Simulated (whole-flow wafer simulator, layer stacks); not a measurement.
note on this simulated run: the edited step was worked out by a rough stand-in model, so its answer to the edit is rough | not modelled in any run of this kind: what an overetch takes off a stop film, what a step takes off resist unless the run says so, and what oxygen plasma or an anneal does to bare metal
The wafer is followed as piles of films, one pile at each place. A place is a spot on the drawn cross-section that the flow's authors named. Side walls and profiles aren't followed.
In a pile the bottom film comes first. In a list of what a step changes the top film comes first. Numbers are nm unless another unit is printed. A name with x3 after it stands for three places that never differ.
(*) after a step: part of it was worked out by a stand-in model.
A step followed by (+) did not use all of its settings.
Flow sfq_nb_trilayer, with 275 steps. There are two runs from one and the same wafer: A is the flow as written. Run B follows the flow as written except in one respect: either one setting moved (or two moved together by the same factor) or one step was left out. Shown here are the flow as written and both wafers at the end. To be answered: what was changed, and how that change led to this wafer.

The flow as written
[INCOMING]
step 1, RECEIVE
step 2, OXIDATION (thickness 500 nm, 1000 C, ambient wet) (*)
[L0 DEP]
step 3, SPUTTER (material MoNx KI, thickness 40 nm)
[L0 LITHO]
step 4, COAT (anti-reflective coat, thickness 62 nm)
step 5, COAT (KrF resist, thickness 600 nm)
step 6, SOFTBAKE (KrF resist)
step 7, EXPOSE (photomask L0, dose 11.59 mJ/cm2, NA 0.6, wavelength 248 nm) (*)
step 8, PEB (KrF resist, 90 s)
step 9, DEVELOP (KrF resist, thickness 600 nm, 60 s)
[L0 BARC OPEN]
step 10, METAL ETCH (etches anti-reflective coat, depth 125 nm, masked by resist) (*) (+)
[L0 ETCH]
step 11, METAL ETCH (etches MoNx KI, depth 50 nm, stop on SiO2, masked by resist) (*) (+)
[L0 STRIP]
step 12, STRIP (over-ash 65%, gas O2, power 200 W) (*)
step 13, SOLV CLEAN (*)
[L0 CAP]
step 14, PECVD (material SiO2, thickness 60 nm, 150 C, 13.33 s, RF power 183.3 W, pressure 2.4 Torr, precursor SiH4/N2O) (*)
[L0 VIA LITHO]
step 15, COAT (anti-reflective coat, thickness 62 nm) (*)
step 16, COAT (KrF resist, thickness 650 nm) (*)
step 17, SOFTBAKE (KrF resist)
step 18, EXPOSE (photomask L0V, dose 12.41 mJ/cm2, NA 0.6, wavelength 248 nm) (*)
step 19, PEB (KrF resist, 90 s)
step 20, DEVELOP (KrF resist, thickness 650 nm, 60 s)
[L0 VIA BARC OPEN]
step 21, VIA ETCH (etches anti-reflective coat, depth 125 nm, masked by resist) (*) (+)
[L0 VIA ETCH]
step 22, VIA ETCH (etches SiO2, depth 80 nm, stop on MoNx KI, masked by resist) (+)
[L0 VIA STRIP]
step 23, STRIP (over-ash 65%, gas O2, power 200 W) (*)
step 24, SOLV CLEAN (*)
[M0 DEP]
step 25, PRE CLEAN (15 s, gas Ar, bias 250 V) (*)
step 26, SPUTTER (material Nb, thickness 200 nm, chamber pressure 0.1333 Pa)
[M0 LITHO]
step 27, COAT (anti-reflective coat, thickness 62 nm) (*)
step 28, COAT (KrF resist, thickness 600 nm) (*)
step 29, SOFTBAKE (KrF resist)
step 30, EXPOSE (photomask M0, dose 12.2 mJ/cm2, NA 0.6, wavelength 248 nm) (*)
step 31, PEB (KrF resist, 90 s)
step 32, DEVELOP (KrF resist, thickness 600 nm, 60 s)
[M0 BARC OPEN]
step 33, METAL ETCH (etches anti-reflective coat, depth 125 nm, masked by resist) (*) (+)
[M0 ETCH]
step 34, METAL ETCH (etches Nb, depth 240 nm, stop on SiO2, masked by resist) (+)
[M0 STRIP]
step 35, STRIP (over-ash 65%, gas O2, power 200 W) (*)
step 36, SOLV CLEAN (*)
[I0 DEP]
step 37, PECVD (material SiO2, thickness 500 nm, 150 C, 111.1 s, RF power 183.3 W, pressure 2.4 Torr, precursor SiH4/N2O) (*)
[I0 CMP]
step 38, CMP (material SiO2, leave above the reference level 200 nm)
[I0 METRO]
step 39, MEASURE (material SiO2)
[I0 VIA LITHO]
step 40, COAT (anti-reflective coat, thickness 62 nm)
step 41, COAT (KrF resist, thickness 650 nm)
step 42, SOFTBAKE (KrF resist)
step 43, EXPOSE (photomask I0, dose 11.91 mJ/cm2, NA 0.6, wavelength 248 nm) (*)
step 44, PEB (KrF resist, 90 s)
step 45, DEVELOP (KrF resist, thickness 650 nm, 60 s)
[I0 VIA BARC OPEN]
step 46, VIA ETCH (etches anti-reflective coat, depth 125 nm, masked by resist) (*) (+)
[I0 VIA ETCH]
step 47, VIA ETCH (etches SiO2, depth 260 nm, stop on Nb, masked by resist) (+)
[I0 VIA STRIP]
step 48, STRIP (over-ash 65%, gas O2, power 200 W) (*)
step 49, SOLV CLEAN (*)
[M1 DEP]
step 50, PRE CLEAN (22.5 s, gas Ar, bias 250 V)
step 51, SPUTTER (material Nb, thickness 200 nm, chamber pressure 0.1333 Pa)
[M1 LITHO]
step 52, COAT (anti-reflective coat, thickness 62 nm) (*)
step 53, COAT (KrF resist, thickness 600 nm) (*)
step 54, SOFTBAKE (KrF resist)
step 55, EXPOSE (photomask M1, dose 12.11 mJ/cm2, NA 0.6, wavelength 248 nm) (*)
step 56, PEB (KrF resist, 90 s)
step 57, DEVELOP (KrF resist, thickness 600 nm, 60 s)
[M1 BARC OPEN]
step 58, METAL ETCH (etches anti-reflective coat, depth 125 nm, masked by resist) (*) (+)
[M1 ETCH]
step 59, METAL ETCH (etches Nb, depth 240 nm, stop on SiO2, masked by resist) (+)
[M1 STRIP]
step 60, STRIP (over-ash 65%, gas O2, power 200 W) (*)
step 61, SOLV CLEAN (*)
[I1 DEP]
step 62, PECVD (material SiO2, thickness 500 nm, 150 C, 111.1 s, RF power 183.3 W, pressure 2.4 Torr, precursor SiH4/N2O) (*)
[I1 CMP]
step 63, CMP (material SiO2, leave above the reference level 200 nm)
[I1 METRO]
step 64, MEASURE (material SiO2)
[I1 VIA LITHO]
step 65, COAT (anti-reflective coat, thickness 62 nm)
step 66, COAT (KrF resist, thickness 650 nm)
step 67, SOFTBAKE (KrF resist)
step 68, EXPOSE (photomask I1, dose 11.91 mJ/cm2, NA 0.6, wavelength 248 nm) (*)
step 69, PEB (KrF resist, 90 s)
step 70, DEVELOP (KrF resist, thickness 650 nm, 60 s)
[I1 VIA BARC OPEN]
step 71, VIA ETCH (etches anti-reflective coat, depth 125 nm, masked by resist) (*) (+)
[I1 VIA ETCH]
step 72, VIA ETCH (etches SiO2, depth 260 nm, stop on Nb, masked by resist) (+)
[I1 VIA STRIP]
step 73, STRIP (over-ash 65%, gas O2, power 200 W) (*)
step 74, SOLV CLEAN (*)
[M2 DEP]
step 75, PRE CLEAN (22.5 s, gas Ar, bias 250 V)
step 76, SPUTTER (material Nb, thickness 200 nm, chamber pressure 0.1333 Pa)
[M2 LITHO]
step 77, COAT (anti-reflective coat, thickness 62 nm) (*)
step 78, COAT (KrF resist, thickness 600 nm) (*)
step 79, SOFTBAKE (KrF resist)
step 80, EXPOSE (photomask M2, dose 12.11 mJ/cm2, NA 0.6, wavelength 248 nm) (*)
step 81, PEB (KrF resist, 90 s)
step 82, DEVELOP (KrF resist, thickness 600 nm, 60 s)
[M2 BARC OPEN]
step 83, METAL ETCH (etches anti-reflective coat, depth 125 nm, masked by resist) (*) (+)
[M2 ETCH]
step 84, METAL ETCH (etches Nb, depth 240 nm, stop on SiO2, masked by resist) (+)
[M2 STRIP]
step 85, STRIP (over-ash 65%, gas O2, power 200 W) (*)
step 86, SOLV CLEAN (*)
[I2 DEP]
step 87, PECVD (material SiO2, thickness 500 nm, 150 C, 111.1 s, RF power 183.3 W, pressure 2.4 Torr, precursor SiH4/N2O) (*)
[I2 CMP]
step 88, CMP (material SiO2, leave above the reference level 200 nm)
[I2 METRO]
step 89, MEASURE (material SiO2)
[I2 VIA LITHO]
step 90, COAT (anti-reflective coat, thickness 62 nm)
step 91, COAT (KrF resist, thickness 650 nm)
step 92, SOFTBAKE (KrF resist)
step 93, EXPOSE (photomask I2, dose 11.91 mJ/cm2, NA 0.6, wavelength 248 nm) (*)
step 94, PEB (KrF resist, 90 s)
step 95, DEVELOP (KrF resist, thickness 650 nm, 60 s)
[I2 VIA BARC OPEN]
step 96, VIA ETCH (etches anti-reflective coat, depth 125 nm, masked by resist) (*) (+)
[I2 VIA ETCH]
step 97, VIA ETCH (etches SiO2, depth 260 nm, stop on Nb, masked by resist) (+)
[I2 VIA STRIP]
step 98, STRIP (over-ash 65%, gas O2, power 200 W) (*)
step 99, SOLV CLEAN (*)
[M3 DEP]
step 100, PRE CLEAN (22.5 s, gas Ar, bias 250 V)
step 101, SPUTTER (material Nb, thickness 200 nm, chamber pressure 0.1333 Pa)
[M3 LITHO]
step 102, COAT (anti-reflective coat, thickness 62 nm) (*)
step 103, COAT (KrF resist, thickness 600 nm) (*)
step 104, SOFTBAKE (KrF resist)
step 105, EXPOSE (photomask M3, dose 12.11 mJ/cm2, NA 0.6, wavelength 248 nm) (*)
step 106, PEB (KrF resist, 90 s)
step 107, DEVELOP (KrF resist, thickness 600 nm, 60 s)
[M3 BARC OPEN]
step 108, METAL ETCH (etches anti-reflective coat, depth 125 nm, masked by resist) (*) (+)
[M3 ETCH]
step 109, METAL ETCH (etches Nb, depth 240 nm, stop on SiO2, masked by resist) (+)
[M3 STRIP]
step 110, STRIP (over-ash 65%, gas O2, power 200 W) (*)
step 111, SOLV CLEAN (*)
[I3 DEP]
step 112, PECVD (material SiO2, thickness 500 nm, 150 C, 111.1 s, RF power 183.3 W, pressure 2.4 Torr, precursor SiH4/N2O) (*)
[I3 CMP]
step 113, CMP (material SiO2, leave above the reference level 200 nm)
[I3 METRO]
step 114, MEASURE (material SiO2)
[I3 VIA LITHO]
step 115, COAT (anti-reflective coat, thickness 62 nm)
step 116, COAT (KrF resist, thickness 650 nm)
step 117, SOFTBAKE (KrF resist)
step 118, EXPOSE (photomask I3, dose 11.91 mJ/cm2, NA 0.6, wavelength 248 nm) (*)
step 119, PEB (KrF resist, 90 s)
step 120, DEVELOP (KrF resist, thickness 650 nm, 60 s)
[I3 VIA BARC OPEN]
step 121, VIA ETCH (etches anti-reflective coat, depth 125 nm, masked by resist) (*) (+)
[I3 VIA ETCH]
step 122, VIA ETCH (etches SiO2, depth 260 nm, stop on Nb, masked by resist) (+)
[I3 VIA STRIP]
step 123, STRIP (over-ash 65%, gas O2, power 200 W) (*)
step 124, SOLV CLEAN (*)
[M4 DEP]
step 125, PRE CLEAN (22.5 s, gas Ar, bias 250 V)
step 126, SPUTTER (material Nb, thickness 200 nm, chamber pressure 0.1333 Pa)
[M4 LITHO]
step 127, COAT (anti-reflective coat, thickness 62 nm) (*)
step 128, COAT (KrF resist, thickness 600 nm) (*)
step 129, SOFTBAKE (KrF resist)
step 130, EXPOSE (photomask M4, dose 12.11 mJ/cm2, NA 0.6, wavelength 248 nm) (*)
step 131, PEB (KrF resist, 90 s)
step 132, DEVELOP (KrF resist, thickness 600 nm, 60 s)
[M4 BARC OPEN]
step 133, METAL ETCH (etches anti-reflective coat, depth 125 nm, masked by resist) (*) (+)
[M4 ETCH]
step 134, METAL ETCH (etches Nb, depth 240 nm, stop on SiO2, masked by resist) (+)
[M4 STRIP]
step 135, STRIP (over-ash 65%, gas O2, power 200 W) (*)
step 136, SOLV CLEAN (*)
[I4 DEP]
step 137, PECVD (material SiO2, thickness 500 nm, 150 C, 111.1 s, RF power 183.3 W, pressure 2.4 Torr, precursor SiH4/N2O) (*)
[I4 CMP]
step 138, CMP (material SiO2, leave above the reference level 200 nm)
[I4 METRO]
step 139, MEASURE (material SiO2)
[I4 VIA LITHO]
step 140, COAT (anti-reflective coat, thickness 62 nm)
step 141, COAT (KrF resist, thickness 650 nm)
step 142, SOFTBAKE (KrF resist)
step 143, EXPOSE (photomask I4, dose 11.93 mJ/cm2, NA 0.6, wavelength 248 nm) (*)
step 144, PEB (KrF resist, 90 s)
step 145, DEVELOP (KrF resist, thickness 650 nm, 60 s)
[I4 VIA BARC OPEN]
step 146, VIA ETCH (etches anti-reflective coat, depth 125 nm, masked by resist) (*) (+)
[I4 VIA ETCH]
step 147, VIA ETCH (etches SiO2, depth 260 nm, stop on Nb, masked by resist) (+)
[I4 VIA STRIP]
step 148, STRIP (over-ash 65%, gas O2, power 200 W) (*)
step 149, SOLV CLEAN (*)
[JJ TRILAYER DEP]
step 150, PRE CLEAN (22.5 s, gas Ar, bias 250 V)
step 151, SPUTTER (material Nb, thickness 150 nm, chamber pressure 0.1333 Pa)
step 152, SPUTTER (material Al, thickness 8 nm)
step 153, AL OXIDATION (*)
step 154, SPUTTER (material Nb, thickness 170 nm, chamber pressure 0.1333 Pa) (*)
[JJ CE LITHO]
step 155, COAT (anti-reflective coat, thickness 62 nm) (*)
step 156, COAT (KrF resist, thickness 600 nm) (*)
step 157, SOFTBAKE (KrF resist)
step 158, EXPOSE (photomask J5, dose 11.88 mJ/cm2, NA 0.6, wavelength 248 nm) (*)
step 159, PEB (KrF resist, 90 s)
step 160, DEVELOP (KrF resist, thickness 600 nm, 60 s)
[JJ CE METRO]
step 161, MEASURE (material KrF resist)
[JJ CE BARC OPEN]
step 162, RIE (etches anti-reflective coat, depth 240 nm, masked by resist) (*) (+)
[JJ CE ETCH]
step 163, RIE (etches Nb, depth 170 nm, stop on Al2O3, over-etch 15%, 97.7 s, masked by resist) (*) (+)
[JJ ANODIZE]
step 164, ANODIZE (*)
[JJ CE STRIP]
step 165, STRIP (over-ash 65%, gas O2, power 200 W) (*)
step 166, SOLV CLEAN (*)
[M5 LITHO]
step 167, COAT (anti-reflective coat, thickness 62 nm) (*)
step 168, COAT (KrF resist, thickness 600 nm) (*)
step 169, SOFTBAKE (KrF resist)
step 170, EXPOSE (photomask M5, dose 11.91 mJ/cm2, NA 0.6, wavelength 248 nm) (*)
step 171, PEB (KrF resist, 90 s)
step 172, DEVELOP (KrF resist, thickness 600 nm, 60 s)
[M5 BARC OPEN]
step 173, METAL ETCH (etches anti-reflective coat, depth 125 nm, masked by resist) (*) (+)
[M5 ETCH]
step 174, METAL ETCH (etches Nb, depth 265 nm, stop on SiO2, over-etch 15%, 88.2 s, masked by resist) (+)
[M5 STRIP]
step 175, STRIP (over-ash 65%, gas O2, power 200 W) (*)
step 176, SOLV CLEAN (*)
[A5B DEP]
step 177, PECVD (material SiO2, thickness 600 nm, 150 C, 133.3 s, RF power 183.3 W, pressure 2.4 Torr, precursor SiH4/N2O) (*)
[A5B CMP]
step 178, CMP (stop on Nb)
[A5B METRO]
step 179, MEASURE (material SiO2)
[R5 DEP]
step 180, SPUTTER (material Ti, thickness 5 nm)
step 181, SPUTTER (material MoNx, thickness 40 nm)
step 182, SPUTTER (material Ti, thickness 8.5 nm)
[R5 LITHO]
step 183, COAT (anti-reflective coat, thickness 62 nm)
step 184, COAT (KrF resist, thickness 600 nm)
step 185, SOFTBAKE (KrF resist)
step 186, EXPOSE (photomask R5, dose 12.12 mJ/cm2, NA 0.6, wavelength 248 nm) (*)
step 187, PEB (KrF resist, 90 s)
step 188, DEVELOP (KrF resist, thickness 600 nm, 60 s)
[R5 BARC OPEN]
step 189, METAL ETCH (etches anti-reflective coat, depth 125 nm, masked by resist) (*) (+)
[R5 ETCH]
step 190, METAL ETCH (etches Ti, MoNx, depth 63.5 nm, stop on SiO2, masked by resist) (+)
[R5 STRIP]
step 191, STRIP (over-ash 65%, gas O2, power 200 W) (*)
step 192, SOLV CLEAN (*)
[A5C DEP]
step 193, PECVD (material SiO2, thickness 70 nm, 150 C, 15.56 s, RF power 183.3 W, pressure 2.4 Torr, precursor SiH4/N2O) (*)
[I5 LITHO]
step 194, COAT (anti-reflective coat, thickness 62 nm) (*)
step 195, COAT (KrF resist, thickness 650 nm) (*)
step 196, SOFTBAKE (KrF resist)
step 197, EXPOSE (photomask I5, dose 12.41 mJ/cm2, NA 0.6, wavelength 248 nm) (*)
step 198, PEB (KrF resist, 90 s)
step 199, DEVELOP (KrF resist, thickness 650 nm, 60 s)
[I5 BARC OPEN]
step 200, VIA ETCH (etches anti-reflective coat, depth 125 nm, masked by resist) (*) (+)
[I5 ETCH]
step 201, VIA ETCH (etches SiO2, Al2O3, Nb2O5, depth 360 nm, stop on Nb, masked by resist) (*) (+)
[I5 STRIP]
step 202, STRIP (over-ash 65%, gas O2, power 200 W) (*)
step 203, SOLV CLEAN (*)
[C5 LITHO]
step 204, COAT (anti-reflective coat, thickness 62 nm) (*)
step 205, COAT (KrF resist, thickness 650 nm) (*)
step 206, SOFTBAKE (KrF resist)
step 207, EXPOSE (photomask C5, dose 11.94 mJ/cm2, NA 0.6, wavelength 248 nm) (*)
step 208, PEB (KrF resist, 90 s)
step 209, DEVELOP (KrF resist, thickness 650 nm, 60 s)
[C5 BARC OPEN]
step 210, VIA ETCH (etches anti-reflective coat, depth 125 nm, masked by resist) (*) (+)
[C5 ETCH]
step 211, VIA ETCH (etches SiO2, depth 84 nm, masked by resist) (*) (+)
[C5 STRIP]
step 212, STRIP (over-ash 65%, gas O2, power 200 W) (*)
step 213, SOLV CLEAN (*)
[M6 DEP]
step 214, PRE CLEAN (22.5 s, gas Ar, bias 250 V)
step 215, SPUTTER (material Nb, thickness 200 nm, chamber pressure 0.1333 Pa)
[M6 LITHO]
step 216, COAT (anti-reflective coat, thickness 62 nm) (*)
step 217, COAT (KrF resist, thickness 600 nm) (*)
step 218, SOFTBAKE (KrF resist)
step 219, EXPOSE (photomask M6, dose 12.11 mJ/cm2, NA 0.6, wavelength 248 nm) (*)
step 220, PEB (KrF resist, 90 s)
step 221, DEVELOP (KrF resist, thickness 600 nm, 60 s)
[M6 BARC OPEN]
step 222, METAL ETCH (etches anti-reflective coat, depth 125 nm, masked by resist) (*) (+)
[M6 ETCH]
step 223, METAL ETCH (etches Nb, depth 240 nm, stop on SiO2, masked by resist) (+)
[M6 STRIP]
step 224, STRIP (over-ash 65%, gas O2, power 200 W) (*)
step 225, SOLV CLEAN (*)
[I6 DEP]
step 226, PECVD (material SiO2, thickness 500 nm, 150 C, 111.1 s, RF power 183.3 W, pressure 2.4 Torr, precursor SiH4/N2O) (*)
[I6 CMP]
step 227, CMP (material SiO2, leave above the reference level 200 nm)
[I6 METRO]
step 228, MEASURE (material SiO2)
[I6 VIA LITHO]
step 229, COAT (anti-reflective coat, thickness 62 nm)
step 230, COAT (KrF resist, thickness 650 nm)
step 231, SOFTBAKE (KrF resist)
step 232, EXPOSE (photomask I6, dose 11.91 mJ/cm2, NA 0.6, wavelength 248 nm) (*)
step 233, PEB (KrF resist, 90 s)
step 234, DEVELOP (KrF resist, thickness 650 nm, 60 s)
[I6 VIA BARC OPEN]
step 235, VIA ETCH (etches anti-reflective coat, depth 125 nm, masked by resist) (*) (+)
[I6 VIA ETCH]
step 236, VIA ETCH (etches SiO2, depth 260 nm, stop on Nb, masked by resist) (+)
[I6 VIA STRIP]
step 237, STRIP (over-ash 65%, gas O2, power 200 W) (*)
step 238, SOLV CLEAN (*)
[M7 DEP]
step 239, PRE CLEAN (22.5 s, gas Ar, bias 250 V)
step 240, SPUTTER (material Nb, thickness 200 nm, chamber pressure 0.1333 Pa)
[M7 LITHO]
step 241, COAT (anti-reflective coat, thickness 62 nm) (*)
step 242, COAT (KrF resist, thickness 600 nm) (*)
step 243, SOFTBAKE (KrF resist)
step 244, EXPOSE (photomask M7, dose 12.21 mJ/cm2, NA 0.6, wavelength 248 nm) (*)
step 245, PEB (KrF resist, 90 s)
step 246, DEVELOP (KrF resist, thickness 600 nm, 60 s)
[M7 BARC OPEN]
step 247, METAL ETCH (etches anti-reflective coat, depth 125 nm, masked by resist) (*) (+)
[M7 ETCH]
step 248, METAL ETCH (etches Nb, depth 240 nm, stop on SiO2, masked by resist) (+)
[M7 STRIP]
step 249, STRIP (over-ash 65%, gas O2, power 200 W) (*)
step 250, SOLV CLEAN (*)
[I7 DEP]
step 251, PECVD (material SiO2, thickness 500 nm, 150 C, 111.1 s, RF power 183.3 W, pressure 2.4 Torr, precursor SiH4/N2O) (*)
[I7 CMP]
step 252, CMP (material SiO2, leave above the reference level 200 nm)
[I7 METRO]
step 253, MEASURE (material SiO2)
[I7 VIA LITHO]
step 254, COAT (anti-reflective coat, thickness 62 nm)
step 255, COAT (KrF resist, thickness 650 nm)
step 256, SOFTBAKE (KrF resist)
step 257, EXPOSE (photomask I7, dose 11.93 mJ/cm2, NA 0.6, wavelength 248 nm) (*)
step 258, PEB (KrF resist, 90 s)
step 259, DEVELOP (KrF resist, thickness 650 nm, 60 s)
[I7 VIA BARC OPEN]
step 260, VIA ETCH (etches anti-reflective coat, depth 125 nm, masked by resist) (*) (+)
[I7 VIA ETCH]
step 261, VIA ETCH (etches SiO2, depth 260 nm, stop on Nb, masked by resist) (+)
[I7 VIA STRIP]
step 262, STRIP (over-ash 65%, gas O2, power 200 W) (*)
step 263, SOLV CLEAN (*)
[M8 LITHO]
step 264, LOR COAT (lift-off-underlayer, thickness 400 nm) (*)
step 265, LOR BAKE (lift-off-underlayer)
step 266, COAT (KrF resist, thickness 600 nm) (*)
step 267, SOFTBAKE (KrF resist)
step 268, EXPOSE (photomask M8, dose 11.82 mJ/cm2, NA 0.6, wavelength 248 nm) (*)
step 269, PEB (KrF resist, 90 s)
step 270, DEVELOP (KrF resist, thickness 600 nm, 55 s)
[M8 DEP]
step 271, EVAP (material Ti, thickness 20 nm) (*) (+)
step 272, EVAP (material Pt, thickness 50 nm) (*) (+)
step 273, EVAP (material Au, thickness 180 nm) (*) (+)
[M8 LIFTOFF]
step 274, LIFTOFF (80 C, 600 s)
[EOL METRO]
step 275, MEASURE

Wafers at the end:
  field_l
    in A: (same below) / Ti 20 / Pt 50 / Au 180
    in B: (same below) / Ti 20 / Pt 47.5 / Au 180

Cause: step 272, EVAP: thickness 47.5 nm was run, while the flow as written has thickness 50 nm.
The wafer lets one read it off: field_l has Pt 47.5, and step 272 as written asks for 50 nm.

Step by step, how the change led to this:
  step 272, EVAP (material Pt, thickness 50 nm) (*) (+)
      field_l, v_sur, via_wl and 103 more: A Pt gains 50 (new film) | B Pt gains 47.5 (new film)
  step 274, LIFTOFF (80 C, 600 s)
      p4_fl, p4_fm, p4_w1 and 71 more: A Au loses 180 (all of it), Pt loses 50 (all of it), Ti loses 20 (all of it), KrF resist loses 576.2 (all of it), lift-off-underlayer loses 400 (all of it) | B Au loses 180 (all of it), Pt loses 47.5 (all of it), Ti loses 20 (all of it), KrF resist loses 576.2 (all of it), lift-off-underlayer loses 400 (all of it)
      c5j, ce_r: A Au loses 180 (all of it), Pt loses 50 (all of it), Ti loses 20 (all of it), KrF resist loses 573.3 (all of it), lift-off-underlayer loses 399.3 (all of it) | B Au loses 180 (all of it), Pt loses 47.5 (all of it), Ti loses 20 (all of it), KrF resist loses 573.3 (all of it), lift-off-underlayer loses 399.3 (all of it)
      (and at 19 other places as well)
